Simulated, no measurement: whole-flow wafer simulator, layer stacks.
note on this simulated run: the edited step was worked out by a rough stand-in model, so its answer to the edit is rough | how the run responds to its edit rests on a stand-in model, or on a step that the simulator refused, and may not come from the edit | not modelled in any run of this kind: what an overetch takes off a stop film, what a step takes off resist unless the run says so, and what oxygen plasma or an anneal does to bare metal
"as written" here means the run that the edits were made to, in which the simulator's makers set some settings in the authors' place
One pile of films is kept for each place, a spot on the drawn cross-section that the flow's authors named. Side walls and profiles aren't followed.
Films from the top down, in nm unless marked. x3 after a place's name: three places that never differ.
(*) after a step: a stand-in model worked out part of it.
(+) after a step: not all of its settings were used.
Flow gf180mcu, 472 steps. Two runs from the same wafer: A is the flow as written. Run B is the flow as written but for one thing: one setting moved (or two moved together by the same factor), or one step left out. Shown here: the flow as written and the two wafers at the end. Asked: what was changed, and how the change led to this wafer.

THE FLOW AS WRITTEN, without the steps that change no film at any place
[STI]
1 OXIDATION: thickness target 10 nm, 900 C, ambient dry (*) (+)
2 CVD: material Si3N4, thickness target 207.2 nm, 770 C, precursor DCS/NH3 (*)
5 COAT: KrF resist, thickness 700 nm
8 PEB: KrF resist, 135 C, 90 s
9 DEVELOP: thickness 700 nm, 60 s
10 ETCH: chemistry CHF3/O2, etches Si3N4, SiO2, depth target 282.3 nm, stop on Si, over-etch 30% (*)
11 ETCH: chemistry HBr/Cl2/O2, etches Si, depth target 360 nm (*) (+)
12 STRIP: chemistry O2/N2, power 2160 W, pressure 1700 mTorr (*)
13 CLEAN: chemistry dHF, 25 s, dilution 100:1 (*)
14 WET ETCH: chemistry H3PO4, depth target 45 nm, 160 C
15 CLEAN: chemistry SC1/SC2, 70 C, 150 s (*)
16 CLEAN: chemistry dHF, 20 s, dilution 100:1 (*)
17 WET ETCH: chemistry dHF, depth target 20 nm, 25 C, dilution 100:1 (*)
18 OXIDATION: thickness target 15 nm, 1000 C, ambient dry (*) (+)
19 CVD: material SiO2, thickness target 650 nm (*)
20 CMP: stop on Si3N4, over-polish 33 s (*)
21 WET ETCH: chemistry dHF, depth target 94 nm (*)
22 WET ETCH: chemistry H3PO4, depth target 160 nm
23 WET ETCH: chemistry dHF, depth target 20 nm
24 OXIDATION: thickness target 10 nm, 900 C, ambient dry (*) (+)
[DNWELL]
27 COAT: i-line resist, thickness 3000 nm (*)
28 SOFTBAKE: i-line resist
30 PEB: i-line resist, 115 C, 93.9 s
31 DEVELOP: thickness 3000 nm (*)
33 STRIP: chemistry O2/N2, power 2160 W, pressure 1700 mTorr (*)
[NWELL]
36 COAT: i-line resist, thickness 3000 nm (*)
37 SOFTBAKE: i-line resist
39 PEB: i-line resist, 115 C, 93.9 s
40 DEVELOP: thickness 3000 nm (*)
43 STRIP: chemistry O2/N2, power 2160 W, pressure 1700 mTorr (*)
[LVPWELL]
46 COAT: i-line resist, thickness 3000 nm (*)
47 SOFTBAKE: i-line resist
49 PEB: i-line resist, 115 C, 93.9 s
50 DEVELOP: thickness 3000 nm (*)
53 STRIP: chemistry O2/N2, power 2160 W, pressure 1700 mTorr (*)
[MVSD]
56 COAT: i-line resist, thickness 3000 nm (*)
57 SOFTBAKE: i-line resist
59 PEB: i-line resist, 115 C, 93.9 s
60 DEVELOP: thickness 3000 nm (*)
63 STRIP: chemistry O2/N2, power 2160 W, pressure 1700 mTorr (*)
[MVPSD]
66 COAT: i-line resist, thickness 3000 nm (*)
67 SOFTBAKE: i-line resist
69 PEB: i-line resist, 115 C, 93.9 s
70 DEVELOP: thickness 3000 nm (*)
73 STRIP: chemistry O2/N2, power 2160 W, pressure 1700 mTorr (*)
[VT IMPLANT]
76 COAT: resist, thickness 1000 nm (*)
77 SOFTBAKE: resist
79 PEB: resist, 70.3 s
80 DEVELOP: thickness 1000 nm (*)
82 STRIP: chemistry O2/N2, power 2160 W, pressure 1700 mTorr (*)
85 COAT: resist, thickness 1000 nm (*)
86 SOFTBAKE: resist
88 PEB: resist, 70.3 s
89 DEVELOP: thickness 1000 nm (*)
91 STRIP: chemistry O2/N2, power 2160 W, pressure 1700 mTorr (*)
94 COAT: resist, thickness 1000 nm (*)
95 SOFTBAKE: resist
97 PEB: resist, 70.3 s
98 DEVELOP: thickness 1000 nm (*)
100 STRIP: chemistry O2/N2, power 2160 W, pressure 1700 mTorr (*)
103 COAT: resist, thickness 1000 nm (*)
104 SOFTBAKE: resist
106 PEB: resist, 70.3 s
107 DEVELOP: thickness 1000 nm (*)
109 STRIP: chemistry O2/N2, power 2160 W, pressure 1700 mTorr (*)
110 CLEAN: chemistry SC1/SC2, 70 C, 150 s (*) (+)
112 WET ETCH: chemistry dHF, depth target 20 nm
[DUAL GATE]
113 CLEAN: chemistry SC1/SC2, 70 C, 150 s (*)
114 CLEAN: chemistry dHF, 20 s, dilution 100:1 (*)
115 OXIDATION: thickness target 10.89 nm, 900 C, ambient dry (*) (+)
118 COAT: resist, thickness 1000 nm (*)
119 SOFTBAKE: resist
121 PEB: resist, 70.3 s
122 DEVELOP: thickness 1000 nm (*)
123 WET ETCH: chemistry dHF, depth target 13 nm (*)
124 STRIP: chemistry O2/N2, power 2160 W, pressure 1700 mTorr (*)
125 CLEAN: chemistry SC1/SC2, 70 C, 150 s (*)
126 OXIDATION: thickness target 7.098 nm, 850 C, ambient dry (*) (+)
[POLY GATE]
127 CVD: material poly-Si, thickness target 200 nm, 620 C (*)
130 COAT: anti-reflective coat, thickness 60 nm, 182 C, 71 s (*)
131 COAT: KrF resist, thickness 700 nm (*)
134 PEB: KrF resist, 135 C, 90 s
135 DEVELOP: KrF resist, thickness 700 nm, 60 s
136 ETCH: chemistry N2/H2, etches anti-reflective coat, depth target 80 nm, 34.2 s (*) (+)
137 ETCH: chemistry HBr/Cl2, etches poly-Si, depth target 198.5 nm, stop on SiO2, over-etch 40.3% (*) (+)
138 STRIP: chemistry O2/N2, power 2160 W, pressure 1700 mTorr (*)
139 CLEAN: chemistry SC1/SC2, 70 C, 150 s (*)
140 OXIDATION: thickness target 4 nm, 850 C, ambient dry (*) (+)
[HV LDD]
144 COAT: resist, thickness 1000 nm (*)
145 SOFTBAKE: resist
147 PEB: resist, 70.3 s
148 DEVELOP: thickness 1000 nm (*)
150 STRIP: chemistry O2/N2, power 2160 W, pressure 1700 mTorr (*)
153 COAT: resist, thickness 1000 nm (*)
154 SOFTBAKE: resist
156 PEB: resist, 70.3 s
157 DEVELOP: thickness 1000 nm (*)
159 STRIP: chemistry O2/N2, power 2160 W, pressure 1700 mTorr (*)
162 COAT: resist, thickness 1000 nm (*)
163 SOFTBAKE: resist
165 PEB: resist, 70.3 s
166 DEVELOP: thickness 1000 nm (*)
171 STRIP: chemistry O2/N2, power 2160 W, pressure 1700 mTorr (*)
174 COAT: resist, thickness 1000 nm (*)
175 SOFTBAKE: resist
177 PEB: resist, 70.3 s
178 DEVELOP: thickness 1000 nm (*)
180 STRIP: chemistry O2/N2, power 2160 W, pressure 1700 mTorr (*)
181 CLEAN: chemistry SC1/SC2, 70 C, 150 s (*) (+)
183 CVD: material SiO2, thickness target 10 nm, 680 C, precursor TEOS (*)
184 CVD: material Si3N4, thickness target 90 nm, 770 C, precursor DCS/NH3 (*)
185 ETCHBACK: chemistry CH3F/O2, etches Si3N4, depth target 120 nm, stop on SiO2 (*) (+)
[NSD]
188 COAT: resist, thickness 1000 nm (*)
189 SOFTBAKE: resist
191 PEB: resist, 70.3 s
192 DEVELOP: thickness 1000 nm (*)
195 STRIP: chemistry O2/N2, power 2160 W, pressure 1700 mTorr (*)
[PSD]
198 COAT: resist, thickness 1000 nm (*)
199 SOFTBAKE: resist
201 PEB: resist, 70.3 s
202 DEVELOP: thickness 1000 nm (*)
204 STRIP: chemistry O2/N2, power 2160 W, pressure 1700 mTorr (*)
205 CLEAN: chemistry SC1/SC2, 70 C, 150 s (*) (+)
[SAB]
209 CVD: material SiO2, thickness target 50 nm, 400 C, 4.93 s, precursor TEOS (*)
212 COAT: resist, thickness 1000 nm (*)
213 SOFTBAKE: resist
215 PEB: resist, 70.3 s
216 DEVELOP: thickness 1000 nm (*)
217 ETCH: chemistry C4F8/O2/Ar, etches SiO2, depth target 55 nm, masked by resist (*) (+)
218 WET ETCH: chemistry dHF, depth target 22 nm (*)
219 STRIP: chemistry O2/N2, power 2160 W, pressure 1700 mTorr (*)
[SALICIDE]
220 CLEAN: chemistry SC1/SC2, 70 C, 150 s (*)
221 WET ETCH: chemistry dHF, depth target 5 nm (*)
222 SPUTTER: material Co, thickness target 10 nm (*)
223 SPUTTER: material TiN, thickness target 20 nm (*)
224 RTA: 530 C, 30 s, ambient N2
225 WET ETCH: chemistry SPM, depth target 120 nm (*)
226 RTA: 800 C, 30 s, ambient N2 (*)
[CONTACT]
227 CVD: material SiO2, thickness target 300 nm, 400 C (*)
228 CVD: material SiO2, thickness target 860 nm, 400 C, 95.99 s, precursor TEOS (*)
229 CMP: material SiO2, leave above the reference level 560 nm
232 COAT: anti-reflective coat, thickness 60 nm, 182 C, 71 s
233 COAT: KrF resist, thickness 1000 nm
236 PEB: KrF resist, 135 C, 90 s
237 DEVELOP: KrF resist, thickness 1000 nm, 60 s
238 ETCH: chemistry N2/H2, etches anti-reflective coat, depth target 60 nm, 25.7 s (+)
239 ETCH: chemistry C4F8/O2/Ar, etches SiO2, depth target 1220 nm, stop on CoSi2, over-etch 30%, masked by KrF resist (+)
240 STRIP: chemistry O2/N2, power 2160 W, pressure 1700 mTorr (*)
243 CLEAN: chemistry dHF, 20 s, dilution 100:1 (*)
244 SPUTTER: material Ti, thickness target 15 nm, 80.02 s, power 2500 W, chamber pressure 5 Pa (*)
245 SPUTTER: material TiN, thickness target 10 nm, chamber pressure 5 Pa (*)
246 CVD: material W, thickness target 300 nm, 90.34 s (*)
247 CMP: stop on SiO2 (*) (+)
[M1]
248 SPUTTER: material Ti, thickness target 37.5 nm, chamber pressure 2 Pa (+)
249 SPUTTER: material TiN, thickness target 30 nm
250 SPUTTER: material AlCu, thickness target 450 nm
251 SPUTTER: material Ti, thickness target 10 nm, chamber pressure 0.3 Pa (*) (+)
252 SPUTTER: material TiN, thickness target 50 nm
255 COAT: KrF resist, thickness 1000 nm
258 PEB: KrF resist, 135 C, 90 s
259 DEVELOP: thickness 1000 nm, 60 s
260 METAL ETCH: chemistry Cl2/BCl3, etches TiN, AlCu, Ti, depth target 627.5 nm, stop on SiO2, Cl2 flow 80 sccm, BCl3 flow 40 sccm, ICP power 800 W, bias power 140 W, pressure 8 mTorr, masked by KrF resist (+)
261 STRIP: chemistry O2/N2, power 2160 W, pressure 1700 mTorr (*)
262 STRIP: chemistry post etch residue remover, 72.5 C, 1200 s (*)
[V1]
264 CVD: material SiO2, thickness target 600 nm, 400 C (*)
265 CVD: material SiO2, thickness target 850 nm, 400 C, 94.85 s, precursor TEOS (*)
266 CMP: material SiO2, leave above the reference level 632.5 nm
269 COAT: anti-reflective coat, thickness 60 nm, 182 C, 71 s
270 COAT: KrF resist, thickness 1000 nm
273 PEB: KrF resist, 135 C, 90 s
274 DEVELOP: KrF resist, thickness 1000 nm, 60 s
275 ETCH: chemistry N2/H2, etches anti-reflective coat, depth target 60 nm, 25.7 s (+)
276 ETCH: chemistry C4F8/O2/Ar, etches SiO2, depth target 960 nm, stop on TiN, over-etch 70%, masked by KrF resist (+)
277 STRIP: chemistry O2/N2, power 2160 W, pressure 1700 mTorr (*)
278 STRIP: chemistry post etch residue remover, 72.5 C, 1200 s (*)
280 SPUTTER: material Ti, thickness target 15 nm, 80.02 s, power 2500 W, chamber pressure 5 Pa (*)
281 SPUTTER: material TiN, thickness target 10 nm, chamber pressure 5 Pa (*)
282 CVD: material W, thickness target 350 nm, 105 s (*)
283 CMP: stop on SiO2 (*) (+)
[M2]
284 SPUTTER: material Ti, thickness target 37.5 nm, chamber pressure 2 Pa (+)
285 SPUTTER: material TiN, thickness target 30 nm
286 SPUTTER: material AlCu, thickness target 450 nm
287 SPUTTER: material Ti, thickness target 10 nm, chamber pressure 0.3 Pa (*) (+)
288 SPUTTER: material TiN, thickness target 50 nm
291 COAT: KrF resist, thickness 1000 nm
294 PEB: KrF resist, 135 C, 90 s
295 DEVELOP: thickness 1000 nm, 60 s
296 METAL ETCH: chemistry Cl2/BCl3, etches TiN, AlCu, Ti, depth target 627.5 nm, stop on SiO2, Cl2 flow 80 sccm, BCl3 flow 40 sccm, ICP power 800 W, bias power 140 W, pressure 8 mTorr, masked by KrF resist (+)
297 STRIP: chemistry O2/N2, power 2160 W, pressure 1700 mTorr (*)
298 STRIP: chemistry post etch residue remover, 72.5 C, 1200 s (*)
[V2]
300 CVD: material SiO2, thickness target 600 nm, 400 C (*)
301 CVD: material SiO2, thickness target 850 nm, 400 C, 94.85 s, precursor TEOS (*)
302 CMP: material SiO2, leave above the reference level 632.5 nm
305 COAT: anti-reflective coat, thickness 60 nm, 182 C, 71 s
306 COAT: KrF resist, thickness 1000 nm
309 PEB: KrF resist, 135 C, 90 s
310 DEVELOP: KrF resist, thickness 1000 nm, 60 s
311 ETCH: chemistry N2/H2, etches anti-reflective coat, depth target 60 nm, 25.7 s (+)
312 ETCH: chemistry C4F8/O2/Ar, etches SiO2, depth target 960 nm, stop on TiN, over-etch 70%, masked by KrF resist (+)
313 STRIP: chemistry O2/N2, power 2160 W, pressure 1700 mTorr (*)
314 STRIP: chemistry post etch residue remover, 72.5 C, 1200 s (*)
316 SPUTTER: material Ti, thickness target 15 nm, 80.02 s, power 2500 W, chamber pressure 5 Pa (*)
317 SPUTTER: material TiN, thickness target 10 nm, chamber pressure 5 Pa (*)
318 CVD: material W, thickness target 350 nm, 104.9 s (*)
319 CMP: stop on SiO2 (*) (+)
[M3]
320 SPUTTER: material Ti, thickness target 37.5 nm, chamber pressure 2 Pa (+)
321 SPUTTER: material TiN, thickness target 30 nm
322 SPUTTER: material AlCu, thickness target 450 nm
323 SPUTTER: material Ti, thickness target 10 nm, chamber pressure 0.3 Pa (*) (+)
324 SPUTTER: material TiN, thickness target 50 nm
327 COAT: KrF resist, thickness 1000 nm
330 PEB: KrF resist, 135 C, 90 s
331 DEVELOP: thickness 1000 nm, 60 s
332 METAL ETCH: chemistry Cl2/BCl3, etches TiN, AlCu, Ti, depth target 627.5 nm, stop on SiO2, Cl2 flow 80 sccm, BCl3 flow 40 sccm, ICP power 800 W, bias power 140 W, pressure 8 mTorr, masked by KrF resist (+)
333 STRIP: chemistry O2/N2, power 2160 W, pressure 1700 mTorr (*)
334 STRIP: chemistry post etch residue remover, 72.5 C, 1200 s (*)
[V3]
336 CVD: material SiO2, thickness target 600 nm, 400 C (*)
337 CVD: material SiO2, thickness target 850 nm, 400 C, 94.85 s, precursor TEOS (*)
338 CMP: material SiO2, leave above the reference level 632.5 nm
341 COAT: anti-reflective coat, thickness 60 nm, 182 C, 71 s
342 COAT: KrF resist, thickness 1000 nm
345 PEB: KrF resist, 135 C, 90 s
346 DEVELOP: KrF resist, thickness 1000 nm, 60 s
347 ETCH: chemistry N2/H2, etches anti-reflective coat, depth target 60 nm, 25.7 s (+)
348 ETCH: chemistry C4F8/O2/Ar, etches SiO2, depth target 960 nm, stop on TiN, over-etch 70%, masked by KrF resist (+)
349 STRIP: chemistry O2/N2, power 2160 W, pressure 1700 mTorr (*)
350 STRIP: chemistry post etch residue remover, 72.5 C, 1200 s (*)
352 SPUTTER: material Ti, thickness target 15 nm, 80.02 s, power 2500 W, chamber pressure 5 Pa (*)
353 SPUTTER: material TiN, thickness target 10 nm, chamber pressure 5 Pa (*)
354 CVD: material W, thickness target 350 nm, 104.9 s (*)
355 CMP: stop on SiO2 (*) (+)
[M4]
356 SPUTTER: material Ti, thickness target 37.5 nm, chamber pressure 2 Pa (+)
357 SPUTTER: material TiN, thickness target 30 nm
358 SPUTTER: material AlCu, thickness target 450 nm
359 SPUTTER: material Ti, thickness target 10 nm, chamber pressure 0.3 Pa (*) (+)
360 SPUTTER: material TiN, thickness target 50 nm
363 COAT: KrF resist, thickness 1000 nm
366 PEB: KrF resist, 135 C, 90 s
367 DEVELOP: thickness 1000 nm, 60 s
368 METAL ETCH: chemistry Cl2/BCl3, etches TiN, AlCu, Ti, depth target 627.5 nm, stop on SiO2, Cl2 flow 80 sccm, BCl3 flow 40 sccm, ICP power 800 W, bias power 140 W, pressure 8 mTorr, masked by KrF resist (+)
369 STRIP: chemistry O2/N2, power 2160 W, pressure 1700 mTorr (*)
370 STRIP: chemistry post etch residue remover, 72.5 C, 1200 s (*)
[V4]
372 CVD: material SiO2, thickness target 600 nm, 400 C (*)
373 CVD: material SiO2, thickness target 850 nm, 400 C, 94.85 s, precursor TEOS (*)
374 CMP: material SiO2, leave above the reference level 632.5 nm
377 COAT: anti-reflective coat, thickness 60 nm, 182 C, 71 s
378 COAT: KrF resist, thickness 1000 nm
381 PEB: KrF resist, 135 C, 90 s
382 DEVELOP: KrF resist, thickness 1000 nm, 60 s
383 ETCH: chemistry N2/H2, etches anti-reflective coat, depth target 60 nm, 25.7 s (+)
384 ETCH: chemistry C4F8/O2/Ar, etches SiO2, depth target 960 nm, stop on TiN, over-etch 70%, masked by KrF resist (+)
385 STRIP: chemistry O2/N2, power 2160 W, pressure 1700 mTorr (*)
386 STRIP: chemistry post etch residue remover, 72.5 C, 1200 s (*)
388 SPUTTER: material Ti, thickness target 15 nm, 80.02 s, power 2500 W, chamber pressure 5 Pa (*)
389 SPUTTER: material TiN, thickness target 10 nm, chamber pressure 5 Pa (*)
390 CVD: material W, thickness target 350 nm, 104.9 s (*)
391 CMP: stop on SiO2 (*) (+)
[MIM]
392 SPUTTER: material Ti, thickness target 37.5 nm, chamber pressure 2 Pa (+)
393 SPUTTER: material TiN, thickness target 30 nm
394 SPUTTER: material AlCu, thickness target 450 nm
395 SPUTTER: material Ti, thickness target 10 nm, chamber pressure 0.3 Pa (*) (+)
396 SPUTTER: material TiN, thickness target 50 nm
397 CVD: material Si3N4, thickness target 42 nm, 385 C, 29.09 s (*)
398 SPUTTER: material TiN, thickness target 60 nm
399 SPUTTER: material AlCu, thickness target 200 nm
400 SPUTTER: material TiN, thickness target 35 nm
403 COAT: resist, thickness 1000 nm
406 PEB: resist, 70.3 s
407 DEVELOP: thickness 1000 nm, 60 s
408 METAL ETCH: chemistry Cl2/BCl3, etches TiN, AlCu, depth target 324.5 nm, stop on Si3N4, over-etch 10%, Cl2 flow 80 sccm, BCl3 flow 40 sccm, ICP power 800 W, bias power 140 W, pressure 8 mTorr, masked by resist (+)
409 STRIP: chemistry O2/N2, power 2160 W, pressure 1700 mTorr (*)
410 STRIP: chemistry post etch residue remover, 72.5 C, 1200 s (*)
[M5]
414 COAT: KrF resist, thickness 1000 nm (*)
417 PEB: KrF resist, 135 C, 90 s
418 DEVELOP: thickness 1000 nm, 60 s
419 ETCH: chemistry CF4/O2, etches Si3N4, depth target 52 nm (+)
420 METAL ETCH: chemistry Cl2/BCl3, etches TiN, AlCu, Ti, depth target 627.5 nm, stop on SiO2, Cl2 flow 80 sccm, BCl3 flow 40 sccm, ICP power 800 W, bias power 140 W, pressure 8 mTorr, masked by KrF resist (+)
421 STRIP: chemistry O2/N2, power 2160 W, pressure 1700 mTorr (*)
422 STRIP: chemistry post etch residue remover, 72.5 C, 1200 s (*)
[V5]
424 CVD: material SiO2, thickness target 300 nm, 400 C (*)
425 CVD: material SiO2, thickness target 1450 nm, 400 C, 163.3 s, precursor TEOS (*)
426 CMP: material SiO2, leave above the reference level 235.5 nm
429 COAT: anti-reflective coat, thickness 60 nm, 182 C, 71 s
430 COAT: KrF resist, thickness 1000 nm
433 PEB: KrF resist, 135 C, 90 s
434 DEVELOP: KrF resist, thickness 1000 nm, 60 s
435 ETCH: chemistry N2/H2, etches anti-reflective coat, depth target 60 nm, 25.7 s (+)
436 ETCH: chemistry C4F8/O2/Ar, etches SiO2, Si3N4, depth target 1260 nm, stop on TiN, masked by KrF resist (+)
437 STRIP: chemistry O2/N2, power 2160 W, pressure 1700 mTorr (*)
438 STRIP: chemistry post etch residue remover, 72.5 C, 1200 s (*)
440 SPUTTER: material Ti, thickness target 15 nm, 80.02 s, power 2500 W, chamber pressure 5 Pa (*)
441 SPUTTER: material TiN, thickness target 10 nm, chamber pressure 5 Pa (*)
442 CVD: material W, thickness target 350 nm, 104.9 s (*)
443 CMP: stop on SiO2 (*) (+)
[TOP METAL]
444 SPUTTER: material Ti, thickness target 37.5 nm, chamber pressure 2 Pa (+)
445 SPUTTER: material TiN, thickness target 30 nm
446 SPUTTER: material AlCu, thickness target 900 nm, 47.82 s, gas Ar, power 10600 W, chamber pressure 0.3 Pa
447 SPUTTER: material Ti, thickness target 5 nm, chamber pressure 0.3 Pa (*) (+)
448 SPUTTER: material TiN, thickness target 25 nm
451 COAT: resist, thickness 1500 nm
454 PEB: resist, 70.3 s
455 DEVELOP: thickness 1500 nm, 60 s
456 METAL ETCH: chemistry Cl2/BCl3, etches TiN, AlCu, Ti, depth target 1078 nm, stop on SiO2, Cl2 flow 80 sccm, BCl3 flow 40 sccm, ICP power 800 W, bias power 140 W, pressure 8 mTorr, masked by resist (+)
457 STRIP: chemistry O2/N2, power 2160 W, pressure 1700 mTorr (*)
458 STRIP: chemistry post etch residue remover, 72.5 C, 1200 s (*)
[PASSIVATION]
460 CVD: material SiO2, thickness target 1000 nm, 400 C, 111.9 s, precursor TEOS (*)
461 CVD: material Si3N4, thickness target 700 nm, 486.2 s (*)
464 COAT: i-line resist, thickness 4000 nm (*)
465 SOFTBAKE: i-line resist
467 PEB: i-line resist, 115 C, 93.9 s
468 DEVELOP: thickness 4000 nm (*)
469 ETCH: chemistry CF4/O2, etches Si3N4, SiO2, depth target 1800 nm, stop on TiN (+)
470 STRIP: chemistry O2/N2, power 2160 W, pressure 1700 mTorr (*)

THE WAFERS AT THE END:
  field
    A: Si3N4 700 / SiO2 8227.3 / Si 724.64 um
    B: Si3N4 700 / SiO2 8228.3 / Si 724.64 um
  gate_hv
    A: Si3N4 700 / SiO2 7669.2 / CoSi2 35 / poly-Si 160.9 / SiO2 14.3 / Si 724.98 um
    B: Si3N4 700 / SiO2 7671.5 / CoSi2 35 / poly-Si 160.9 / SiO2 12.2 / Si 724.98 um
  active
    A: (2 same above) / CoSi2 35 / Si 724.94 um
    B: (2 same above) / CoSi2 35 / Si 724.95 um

The cause: step 126, OXIDATION: 786 C was run, where the flow has 850 C.

How the change led to this, step by step:
  126 OXIDATION: thickness target 7.098 nm, 850 C, ambient dry (*) (+)
      gate_hv, active_hv, active_nat and 25 more: A SiO2 +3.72, Si -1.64 | B SiO2 +1.62, Si -0.71
      active, n_well, p_well and 12 more: A SiO2 +7.1 (new film), chemical SiO2 -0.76 (all of it), Si -2.79 | B SiO2 +4.08 (new film), chemical SiO2 -0.76 (all of it), Si -1.46
  189 SOFTBAKE: resist
      field__w9: A resist +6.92 | B resist -3.07
      active_hv: A resist +2.68 | B resist -0.5
      (and at 1 more place)
  199 SOFTBAKE: resist
      field__w9: A resist +6.92 | B resist -3.07
      active_hv: A resist +2.68 | B resist -0.5
      (and at 1 more place)
  218 WET ETCH: chemistry dHF, depth target 22 nm (*)
      active, p_well, sd_n, iso_ptap_pw, iso_ntap_nw, iso_ptap_sub, vpnp_e: A SiO2 -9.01 (all of it) | B SiO2 -6.25 (all of it)
      ldn_tap, ldn_src, ldn_drn, ldp_tap, ldp_src, ldp_drn, ldp_gr: A SiO2 -16 (all of it) | B SiO2 -14 (all of it)
      (and at 9 more places)
  223 SPUTTER: material TiN, thickness target 20 nm (*)
      field__w12: A TiN +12 (new film) | B TiN +12.6 (new film)
  225 WET ETCH: chemistry SPM, depth target 120 nm (*)
      field__w12: A TiN -12 (all of it), Co -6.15 (all of it) | B TiN -12.6 (all of it), Co -6.15 (all of it)
